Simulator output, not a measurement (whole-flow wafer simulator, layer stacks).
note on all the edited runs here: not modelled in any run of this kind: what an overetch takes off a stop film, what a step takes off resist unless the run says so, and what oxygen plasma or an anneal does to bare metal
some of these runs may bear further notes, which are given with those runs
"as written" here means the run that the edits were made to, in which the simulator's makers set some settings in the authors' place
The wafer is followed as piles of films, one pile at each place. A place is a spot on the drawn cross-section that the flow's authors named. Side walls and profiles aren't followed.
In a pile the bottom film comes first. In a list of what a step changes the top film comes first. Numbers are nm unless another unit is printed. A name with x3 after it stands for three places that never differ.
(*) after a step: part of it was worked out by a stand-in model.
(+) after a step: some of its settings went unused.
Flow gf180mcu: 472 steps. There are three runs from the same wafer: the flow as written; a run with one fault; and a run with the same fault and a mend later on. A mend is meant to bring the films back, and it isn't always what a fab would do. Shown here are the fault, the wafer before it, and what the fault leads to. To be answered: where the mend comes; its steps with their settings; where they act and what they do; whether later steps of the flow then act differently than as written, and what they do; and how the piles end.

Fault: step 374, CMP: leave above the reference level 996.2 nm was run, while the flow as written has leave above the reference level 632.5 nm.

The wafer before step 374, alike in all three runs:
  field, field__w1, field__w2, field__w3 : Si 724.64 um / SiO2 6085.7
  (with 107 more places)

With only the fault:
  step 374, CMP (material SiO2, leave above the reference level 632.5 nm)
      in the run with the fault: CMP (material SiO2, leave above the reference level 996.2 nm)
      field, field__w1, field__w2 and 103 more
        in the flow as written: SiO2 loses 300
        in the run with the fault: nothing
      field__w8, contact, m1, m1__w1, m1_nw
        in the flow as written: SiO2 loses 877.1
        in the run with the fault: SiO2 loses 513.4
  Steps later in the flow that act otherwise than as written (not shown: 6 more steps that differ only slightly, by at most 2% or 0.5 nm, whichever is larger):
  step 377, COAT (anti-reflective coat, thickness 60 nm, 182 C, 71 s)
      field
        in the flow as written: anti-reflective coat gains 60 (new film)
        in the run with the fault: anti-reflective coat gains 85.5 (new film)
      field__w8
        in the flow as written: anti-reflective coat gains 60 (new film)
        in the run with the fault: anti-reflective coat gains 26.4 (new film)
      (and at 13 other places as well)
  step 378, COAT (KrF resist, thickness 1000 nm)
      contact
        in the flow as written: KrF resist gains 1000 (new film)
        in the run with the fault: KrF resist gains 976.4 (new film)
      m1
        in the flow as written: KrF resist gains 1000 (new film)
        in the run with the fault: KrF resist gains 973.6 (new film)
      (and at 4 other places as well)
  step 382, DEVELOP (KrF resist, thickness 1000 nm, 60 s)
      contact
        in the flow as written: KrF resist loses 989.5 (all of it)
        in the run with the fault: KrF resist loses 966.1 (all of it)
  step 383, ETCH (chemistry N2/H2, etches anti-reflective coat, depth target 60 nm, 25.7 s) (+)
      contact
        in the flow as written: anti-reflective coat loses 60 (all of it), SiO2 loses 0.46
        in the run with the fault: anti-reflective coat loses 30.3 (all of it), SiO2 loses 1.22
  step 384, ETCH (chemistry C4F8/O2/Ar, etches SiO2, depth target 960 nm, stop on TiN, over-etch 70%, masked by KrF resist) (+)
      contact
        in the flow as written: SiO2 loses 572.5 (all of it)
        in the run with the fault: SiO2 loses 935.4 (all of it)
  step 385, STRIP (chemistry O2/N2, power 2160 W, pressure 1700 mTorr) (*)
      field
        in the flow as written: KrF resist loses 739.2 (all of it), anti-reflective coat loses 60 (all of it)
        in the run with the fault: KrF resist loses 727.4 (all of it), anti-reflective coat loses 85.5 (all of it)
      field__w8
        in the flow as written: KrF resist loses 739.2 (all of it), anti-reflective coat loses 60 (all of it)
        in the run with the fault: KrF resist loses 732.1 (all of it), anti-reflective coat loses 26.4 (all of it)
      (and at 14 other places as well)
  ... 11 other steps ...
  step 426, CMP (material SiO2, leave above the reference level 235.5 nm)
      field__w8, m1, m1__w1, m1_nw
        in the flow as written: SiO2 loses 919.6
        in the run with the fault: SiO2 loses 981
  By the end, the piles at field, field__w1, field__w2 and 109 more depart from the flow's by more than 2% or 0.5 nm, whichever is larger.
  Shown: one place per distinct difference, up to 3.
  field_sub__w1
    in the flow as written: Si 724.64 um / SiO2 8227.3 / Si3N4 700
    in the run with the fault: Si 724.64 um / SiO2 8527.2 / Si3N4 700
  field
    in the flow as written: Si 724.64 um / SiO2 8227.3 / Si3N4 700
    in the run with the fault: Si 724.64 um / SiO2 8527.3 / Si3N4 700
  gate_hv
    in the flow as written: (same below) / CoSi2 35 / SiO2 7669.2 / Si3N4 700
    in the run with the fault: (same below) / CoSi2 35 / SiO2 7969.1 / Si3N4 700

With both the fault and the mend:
  The mend follows step 374.
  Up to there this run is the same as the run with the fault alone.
  step 374a, CMP (material SiO2, leave above the reference level 632.5 nm) (the flow's step 374, run once more)
      field, field__w1, field__w2 and 103 more
        SiO2 loses 300
      field__w8, contact, m1, m1__w1, m1_nw
        SiO2 loses 363.7
  Every later step of the flow that is run acts as written at every place that is followed.
  By the end, the piles equal the flow's at every place that both follow.
